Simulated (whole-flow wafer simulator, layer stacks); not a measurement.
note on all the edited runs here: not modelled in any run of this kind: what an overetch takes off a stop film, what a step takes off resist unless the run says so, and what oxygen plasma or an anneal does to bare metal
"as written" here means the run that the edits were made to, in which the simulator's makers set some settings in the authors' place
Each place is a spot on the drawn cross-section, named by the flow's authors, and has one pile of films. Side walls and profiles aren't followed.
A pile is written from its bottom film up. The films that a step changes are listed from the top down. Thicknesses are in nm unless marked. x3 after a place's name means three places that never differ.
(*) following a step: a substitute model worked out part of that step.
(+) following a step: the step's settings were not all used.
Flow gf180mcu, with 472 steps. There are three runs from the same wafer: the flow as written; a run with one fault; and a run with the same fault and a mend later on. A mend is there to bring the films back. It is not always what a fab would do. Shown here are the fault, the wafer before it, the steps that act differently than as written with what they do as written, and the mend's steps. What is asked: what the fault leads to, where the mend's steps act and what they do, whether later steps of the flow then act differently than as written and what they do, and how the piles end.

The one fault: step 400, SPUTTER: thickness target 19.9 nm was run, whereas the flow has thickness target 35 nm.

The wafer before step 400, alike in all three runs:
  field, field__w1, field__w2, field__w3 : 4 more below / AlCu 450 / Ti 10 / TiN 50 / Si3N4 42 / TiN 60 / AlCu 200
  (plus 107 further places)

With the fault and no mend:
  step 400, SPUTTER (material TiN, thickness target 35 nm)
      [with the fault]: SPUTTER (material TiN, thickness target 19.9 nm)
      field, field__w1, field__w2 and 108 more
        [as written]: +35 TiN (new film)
        [with the fault]: +19.9 TiN (new film)
  Steps further on in the flow that do not act as written (8 more steps, not shown, differ only slightly: by at most 2% or 0.5 nm, whichever is larger):
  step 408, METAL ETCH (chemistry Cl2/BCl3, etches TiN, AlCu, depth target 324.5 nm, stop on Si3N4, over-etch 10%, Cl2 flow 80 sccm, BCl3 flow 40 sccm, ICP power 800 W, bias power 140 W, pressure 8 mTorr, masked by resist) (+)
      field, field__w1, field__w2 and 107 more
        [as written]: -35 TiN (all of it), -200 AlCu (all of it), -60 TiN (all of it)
        [with the fault]: -19.9 TiN (all of it), -200 AlCu (all of it), -60 TiN (all of it)
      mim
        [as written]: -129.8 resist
        [with the fault]: -123.2 resist
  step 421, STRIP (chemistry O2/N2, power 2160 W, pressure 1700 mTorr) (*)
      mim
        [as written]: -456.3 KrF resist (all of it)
        [with the fault]: -467.6 KrF resist (all of it)
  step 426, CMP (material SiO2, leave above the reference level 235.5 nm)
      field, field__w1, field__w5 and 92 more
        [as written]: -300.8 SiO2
        [with the fault]: -315.9 SiO2
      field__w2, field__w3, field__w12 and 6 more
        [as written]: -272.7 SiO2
        [with the fault]: -287.8 SiO2
  By the end, the piles at mim depart from the flow's by more than 2% or 0.5 nm, whichever is larger.
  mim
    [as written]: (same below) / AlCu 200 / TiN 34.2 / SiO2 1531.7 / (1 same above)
    [with the fault]: (same below) / AlCu 200 / TiN 19.1 / SiO2 1531.7 / (1 same above)

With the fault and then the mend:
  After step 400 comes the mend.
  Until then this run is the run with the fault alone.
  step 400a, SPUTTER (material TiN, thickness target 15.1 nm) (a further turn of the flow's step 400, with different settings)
      field, field__w1, field__w2 and 108 more
        +15.1 TiN
  Later steps of the flow that are run all act as written at every place that is followed.
  At every place that both follow, the piles at the end match the flow's.
